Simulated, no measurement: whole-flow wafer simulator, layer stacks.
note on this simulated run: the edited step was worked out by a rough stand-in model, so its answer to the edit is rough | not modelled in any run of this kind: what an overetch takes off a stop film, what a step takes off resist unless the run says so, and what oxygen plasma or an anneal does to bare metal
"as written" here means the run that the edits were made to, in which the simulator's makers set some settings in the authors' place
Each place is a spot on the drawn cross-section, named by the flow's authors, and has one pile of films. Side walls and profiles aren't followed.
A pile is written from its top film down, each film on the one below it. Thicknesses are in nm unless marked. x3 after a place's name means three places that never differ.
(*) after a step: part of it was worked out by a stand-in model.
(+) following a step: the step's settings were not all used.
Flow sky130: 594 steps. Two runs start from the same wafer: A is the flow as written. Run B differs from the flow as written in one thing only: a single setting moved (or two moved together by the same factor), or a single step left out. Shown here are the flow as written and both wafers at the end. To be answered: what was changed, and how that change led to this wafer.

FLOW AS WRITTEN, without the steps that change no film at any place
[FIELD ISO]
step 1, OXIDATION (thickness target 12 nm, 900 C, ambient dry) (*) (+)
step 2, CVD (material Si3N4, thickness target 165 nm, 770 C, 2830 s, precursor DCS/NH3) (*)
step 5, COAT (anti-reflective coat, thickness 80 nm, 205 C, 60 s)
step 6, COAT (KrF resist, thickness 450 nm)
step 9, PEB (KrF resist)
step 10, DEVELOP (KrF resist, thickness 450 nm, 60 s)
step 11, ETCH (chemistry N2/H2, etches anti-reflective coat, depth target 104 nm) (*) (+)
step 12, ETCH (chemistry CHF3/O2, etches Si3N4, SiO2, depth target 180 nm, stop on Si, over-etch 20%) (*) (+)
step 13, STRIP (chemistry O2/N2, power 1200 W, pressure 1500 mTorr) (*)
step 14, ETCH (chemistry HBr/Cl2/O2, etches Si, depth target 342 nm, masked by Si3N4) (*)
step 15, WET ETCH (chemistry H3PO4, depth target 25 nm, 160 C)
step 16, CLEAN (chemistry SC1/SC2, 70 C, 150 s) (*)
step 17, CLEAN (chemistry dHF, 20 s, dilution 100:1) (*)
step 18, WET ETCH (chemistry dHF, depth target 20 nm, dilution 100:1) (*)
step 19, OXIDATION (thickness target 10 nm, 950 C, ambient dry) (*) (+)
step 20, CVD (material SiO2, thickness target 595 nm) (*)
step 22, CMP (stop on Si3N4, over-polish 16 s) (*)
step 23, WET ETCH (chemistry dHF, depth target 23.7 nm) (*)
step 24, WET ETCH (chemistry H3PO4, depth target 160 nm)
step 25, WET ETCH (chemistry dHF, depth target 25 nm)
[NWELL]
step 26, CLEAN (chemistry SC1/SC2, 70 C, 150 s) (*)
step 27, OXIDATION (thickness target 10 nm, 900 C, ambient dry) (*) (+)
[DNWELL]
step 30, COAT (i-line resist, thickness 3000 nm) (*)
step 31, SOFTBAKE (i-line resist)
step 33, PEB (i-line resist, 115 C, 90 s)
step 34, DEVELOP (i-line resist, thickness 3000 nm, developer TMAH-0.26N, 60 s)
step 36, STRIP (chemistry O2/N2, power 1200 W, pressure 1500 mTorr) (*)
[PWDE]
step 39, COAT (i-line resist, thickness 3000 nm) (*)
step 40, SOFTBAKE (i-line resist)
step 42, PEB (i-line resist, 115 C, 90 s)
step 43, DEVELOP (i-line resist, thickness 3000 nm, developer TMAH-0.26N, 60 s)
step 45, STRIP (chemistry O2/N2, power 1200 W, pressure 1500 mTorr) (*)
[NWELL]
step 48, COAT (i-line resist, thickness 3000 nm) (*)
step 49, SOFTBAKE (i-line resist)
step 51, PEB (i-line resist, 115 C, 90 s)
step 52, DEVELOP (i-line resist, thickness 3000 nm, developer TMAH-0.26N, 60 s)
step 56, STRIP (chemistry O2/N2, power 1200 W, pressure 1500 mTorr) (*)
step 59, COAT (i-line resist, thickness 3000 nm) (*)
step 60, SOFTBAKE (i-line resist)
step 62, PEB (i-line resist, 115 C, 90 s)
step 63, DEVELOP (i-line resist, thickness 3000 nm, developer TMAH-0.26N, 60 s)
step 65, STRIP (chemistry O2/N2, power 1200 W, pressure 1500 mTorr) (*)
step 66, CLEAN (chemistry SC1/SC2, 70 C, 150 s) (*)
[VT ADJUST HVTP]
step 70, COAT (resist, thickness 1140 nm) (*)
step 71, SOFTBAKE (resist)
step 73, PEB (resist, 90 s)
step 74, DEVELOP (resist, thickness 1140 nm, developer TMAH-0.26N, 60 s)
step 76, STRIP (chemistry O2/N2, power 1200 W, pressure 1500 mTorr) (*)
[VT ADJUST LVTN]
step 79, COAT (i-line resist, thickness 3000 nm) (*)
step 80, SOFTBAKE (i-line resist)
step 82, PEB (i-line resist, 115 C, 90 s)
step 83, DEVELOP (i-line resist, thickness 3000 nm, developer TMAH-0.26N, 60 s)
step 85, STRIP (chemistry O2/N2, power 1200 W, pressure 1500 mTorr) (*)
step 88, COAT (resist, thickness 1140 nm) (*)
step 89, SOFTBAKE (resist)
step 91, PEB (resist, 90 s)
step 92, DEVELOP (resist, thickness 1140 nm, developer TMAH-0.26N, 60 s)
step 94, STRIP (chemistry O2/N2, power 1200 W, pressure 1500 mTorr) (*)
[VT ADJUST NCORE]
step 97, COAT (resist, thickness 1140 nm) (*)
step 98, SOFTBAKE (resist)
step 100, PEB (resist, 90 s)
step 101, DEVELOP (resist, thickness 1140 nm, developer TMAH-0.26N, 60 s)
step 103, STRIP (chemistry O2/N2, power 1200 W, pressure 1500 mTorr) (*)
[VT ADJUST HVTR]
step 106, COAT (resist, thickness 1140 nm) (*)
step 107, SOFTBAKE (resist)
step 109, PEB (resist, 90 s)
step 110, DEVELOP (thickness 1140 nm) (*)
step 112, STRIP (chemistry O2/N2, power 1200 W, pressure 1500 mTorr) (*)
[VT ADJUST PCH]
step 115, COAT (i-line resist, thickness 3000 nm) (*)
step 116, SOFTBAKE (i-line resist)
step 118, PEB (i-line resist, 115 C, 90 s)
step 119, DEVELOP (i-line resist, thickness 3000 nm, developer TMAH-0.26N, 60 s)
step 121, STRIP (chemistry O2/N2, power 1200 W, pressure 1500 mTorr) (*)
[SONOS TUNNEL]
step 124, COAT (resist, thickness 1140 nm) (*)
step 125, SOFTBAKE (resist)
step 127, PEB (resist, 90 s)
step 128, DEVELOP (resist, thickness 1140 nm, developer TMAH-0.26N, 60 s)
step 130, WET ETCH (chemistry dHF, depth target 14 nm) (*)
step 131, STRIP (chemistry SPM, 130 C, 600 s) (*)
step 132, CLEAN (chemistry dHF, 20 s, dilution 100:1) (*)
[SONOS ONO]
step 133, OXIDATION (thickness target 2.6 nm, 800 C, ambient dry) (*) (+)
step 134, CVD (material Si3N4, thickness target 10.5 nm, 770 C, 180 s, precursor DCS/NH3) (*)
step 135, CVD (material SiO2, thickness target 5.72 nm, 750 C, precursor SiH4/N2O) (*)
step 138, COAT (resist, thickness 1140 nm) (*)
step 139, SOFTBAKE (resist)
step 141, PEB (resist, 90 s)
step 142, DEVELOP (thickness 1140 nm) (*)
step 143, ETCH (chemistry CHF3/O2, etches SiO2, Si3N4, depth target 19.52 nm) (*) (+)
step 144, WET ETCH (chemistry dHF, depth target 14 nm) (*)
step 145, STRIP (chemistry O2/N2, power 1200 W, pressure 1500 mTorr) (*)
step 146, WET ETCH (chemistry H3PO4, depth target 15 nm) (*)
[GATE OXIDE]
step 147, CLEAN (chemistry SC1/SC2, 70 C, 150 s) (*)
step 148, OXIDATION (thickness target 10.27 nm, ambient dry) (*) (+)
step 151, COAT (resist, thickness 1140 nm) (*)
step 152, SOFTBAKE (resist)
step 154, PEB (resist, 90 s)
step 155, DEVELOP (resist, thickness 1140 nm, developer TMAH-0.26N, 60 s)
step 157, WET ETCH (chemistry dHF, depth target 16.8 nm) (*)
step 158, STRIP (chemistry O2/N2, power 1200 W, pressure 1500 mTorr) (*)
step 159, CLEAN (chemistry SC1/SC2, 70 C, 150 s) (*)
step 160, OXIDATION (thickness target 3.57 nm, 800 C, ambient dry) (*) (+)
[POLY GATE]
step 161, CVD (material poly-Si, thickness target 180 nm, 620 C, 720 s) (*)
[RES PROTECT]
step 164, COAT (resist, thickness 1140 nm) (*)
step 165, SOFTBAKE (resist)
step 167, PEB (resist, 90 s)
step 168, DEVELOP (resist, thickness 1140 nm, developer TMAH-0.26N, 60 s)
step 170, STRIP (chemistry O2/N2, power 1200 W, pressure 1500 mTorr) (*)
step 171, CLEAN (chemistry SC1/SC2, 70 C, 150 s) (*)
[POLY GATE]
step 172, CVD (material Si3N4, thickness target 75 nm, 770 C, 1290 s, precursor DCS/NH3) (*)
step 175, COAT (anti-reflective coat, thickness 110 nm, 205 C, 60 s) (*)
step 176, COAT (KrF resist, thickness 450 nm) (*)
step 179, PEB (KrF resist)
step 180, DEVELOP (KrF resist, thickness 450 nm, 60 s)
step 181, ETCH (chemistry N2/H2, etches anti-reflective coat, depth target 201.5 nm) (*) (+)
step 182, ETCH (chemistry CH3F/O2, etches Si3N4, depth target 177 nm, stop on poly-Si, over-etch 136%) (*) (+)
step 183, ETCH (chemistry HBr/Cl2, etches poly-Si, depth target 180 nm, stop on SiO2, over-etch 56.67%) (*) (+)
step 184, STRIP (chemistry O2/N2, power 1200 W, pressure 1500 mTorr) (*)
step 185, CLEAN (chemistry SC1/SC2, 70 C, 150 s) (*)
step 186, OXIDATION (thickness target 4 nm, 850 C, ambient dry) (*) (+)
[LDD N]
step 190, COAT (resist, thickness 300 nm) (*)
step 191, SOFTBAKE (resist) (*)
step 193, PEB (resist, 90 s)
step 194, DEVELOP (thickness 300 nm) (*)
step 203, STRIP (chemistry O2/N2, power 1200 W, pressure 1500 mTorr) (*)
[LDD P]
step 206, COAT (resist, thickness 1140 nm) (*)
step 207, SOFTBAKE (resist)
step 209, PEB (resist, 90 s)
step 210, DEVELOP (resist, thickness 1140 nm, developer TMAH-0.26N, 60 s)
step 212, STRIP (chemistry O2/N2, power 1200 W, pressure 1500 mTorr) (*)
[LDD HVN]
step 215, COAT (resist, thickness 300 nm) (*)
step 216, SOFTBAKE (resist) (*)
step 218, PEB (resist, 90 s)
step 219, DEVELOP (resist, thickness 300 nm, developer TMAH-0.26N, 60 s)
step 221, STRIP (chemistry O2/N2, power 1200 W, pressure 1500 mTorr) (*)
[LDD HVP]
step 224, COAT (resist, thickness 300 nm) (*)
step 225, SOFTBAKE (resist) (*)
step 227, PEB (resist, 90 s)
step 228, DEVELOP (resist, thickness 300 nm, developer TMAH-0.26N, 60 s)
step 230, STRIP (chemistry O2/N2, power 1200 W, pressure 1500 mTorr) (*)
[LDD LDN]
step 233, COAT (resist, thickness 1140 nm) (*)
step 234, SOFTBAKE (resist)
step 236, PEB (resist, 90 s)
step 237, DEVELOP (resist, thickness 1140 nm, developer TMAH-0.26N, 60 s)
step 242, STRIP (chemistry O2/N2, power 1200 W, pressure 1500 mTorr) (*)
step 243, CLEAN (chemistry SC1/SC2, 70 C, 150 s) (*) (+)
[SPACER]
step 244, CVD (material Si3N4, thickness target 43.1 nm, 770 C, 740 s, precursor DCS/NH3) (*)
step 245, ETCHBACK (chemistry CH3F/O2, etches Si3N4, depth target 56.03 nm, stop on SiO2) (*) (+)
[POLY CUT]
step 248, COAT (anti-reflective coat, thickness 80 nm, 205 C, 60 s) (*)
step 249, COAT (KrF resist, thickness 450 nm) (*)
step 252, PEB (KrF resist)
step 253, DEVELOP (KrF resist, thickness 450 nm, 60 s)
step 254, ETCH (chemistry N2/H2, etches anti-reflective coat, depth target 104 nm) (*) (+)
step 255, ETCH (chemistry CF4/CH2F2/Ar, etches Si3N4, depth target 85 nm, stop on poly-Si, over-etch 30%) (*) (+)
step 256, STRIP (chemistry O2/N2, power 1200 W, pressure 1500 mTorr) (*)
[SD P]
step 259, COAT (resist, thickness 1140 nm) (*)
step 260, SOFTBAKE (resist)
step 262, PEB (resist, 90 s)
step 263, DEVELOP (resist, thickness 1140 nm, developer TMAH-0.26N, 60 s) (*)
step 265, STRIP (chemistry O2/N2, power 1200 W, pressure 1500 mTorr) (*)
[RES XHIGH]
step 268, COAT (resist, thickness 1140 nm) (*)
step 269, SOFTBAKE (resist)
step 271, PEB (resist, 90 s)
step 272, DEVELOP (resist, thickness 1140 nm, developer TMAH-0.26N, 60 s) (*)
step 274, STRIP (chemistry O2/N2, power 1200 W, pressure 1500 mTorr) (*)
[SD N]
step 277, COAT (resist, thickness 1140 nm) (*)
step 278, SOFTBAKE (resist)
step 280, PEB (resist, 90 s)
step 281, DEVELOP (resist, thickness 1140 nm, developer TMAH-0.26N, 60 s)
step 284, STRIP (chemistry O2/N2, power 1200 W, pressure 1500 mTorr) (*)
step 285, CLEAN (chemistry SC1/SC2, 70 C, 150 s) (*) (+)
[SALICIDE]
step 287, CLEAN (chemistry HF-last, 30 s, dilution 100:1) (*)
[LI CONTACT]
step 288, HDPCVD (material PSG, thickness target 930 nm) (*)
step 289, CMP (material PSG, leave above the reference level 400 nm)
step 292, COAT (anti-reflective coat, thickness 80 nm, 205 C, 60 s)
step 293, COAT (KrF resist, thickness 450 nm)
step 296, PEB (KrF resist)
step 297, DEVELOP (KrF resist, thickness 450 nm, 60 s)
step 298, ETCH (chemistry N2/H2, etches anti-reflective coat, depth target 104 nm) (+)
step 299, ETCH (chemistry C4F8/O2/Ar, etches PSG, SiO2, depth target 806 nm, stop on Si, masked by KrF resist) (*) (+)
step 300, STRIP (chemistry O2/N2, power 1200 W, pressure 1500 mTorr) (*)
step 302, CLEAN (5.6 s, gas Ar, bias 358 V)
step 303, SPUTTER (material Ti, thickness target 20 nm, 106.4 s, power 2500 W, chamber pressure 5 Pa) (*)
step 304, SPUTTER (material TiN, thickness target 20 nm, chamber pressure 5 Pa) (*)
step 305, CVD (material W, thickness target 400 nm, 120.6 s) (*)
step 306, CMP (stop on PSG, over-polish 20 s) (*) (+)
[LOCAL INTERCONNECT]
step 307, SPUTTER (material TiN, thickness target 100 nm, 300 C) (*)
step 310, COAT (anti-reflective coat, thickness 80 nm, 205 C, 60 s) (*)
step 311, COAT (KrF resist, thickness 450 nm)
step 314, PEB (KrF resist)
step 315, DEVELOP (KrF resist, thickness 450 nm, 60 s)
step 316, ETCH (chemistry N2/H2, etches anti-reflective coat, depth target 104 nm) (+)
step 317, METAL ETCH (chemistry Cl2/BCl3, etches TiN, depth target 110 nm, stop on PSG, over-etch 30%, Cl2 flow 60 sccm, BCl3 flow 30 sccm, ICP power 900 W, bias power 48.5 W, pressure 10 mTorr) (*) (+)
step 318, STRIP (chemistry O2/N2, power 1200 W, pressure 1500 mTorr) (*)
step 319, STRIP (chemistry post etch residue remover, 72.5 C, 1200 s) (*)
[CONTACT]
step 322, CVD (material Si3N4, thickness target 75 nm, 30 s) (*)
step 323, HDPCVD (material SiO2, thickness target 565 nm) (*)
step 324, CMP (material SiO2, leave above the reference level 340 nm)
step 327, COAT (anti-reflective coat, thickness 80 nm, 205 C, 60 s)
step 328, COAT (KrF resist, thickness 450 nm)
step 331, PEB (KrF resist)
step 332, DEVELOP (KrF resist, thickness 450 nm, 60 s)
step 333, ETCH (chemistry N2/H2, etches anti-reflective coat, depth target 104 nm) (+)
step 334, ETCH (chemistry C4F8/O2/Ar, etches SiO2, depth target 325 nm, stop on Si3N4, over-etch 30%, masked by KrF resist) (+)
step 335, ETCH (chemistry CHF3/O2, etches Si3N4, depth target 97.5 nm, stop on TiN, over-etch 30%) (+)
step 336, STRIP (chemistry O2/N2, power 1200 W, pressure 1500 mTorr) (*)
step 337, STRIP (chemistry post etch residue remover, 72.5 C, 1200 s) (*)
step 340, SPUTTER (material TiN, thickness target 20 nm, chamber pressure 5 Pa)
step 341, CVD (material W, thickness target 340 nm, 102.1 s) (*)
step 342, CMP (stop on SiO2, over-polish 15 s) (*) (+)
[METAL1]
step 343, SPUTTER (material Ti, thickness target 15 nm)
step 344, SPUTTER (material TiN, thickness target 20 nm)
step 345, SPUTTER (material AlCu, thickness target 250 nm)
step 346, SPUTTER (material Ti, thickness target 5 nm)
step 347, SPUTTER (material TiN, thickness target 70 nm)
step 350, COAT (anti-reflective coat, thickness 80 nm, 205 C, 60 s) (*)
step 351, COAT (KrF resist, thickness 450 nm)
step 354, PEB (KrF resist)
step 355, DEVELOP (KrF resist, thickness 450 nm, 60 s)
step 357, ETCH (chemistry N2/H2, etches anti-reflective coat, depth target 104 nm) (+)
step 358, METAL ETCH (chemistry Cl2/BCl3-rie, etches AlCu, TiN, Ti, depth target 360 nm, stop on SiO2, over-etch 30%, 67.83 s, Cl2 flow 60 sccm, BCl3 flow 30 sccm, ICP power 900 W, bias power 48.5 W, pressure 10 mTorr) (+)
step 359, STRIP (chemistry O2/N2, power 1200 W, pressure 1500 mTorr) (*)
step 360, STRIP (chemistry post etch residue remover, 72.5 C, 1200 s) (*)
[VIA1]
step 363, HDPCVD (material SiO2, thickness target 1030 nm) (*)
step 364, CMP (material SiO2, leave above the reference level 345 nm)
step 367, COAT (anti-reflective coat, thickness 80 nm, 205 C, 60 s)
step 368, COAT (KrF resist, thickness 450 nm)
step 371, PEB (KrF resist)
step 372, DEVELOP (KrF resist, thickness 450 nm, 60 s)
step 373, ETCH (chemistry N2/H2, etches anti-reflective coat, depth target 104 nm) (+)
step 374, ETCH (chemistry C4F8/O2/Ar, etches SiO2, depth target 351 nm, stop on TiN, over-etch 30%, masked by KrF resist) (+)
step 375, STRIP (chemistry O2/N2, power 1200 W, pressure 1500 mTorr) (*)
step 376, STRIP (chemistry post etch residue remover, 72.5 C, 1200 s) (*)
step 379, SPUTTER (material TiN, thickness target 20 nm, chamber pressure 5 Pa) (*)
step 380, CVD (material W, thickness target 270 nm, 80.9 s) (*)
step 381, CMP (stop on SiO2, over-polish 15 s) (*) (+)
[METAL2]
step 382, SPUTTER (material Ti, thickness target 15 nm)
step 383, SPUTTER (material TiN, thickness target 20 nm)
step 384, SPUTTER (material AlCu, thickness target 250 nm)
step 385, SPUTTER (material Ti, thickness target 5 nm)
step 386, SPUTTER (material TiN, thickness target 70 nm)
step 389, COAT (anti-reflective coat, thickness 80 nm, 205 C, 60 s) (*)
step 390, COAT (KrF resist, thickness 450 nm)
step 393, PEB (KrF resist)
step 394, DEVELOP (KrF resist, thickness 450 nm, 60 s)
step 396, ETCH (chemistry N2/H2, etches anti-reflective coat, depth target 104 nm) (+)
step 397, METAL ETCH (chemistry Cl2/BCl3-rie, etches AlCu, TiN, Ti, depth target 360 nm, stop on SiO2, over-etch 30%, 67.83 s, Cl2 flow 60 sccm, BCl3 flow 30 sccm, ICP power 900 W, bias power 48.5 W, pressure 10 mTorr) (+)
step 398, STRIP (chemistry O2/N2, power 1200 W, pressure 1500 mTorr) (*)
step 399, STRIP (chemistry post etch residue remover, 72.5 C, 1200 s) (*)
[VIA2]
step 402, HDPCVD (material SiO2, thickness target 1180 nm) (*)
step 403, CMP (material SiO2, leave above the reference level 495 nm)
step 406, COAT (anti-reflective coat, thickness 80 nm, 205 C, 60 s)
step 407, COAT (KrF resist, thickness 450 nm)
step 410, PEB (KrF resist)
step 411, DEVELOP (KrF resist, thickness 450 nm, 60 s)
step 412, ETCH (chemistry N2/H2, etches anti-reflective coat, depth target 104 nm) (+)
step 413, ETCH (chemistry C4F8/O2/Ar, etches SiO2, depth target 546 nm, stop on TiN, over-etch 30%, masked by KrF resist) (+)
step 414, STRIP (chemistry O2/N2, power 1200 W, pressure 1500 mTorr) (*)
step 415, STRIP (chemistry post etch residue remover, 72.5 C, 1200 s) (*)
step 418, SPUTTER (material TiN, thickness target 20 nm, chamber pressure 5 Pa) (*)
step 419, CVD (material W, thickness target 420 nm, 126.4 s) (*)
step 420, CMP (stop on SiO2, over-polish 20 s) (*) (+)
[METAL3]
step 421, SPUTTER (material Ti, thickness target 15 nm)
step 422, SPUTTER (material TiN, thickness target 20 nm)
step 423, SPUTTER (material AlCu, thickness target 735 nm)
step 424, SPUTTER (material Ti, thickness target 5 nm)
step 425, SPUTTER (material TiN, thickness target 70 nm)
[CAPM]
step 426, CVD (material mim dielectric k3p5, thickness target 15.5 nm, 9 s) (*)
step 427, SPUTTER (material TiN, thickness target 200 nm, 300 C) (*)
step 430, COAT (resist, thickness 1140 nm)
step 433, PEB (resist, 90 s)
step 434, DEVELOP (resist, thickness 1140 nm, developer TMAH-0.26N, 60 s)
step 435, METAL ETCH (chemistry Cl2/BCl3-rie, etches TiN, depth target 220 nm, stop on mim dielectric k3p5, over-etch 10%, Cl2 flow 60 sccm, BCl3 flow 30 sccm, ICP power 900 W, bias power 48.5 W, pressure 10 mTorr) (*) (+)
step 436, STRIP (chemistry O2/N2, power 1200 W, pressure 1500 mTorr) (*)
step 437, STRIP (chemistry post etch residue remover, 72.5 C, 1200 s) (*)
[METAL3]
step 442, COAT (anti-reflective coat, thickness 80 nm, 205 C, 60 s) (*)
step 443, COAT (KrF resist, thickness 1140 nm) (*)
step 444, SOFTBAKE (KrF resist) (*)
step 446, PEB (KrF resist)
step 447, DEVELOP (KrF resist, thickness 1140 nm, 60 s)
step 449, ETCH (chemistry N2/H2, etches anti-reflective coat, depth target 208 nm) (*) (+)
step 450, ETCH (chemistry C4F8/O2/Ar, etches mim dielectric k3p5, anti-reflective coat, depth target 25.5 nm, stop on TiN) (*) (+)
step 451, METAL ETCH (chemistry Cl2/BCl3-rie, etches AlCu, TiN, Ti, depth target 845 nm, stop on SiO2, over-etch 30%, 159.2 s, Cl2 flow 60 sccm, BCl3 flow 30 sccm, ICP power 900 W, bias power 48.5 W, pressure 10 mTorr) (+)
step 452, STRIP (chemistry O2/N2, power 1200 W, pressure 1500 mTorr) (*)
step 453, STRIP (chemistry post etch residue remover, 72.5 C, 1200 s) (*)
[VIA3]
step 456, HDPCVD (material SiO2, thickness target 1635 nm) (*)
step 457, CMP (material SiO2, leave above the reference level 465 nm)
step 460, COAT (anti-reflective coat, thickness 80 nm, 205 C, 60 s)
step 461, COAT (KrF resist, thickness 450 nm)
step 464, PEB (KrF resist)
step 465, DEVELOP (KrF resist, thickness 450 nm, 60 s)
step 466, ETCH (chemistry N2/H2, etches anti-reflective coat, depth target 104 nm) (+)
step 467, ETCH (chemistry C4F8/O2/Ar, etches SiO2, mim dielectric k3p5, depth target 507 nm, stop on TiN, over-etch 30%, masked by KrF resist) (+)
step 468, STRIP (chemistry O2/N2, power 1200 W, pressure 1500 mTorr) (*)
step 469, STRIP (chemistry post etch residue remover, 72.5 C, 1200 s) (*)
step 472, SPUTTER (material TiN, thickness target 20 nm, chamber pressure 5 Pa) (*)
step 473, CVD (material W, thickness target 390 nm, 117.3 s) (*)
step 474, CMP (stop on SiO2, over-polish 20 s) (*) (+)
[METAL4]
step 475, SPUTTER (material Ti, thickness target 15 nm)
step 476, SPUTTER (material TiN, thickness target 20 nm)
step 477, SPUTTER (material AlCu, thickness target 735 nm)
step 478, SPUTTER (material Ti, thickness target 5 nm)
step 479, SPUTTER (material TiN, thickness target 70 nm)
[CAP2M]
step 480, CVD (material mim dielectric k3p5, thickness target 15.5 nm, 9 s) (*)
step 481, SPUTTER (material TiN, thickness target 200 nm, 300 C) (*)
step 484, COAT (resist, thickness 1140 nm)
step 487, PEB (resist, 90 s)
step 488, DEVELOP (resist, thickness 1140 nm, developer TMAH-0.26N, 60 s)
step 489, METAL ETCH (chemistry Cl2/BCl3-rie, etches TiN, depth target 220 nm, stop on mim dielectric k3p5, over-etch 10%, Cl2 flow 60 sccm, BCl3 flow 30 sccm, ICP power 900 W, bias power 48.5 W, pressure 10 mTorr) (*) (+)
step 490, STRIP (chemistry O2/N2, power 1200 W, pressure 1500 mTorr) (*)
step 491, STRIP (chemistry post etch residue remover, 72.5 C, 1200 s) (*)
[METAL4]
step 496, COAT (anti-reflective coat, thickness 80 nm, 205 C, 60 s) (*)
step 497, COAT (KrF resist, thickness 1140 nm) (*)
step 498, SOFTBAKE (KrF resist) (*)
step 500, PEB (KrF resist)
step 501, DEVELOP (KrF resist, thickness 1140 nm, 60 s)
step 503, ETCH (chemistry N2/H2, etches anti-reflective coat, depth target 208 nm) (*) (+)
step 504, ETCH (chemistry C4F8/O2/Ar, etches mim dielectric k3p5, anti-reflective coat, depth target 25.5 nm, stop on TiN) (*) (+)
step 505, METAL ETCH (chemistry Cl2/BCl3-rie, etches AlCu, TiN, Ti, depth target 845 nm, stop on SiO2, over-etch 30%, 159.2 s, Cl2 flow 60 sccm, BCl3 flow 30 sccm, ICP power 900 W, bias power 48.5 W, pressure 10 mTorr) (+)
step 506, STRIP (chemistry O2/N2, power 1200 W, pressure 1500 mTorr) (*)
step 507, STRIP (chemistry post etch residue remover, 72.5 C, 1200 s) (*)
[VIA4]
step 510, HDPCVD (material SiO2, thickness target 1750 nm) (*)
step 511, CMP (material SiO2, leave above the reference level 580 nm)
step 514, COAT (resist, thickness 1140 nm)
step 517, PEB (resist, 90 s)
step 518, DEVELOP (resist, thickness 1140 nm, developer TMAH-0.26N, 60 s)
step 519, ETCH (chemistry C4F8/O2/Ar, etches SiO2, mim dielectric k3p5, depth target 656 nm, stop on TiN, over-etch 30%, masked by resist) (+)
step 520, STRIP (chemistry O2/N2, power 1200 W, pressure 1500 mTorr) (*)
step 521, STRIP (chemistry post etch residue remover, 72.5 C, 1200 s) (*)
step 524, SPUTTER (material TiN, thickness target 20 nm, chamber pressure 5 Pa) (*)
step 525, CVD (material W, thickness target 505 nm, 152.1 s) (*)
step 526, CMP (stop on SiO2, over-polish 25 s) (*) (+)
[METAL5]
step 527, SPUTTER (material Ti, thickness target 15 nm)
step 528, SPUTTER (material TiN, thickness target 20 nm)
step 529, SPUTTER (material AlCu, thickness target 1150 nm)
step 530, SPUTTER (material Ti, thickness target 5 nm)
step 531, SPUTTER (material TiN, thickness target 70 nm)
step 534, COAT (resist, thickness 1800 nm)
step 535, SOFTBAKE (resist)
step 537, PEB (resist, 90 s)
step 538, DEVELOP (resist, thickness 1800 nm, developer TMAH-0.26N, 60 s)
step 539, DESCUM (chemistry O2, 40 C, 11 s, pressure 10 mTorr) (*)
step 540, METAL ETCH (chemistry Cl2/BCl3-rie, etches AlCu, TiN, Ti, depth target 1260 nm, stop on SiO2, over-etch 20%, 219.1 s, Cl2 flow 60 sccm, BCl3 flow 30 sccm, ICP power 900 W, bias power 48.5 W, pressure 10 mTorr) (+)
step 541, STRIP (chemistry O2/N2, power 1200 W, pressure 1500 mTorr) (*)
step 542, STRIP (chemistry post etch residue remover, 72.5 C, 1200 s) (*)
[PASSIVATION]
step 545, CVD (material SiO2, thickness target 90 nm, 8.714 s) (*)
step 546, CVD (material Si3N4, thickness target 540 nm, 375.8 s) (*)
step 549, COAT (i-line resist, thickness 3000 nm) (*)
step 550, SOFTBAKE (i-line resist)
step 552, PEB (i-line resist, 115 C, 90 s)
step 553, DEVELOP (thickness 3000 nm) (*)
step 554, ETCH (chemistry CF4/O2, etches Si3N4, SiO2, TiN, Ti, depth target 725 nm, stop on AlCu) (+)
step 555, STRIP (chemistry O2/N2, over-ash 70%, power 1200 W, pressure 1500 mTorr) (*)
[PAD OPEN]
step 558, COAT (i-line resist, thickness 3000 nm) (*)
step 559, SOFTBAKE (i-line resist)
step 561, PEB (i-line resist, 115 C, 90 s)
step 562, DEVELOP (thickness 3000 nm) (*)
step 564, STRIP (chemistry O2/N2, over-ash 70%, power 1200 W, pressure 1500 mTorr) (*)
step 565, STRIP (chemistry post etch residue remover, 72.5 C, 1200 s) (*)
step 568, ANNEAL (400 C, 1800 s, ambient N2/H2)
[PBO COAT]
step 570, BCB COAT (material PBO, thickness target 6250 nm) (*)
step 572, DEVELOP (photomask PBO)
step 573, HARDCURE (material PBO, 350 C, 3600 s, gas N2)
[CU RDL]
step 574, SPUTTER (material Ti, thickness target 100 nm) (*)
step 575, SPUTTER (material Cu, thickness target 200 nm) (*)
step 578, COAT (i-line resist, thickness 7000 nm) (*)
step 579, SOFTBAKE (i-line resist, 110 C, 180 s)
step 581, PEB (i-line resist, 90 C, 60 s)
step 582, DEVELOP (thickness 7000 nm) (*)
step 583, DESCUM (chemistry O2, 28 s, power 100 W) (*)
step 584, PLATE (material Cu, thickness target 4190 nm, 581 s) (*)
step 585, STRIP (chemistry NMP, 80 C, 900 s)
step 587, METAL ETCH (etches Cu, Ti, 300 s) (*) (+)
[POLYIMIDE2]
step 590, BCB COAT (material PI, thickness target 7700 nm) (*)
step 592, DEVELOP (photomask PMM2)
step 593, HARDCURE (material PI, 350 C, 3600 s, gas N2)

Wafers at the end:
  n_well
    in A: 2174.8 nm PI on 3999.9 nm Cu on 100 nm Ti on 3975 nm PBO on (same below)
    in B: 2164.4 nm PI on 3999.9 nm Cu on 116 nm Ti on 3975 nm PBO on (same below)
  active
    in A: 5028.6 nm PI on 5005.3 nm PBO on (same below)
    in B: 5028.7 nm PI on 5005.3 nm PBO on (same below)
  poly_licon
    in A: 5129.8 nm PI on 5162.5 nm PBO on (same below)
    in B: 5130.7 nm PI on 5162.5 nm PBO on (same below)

The reason: step 574, SPUTTER: thickness target 116 nm was run, whereas the flow has thickness target 100 nm.
The wafer lets one read it off: n_well has Ti 116, and step 574 as written asks for 100 nm.

Step by step, how the change led to this:
  step 574, SPUTTER (material Ti, thickness target 100 nm) (*)
      field, active, n_well and 190 more: A +100 Ti (new film) | B +116 Ti (new film)
  step 587, METAL ETCH (etches Cu, Ti, 300 s) (*) (+)
      field, active, gate and 167 more: A -200 Cu (all of it), -100 Ti (all of it) | B -200 Cu (all of it), -116 Ti (all of it)
  step 590, BCB COAT (material PI, thickness target 7700 nm) (*)
      de16_gate_nw: A +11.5 um PI (new film) | B +11.52 um PI (new film)
